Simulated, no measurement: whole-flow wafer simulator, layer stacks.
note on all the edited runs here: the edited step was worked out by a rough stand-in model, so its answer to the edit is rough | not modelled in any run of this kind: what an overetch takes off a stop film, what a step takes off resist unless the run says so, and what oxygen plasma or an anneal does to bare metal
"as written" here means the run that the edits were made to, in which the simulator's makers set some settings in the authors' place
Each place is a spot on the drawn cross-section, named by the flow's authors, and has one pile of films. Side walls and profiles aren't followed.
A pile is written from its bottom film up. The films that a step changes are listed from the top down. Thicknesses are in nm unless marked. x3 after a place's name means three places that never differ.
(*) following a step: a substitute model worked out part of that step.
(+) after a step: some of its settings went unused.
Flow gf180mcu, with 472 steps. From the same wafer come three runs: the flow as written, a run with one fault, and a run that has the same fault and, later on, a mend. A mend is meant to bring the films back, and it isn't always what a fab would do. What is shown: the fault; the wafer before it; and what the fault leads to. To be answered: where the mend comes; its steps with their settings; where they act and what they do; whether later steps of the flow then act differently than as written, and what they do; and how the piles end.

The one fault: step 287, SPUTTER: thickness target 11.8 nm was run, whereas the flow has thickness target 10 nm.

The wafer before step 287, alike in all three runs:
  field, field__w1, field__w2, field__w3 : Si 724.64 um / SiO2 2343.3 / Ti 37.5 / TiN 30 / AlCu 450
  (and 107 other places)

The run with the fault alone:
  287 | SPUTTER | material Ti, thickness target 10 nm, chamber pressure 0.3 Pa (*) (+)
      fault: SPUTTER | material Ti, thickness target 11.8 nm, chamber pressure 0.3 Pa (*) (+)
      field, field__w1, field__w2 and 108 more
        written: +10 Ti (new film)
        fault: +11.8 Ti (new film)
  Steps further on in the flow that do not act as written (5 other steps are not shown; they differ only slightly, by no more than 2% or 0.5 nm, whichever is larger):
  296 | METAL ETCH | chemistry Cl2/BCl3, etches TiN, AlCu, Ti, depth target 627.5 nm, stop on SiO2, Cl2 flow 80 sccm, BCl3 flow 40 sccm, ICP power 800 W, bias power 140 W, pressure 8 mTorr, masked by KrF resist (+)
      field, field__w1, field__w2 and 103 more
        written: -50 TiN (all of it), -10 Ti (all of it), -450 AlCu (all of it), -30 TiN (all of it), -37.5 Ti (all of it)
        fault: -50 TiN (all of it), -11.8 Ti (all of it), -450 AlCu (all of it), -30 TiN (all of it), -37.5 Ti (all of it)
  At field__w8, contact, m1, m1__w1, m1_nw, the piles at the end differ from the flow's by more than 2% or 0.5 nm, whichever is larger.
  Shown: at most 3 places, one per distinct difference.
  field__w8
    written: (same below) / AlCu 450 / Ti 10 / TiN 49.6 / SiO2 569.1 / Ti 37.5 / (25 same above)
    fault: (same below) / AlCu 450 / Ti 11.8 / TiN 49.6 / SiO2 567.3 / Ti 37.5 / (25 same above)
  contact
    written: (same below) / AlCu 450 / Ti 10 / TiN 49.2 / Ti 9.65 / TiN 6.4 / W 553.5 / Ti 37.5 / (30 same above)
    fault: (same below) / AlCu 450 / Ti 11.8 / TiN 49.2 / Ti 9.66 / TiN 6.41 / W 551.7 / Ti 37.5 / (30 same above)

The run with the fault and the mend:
  The mend stands after step 295.
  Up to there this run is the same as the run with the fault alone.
  296 | METAL ETCH | chemistry Cl2/BCl3, etches TiN, AlCu, Ti, depth target 629.3 nm, stop on SiO2, Cl2 flow 80 sccm, BCl3 flow 40 sccm, ICP power 800 W, bias power 140 W, pressure 8 mTorr, masked by KrF resist (+) (the flow's step 296; as written it has depth target 627.5 nm)
      field, field__w1, field__w2 and 103 more
        -50 TiN (all of it), -11.8 Ti (all of it), -450 AlCu (all of it), -30 TiN (all of it), -37.5 Ti (all of it)
      field__w8, contact, m1, m1__w1, m1_nw
        -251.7 KrF resist
  None of the later steps of the flow differs from how it acts as written, at any place that is followed, by more than 2% or 0.5 nm, whichever is larger.
  At field__w8, contact, m1, m1__w1, m1_nw, the piles at the end differ from the flow's by more than 2% or 0.5 nm, whichever is larger.
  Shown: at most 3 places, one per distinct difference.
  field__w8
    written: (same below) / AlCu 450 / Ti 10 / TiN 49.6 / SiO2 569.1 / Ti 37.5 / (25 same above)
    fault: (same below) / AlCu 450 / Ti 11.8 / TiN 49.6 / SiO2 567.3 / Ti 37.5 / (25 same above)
    mend: (same below) / AlCu 450 / Ti 11.8 / TiN 49.6 / SiO2 567.3 / Ti 37.5 / (25 same above)
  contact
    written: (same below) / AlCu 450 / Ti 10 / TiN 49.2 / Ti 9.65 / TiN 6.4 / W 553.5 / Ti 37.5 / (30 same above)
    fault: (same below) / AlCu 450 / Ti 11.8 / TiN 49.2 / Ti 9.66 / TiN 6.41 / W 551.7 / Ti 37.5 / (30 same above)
    mend: (same below) / AlCu 450 / Ti 11.8 / TiN 49.2 / Ti 9.66 / TiN 6.41 / W 551.7 / Ti 37.5 / (30 same above)
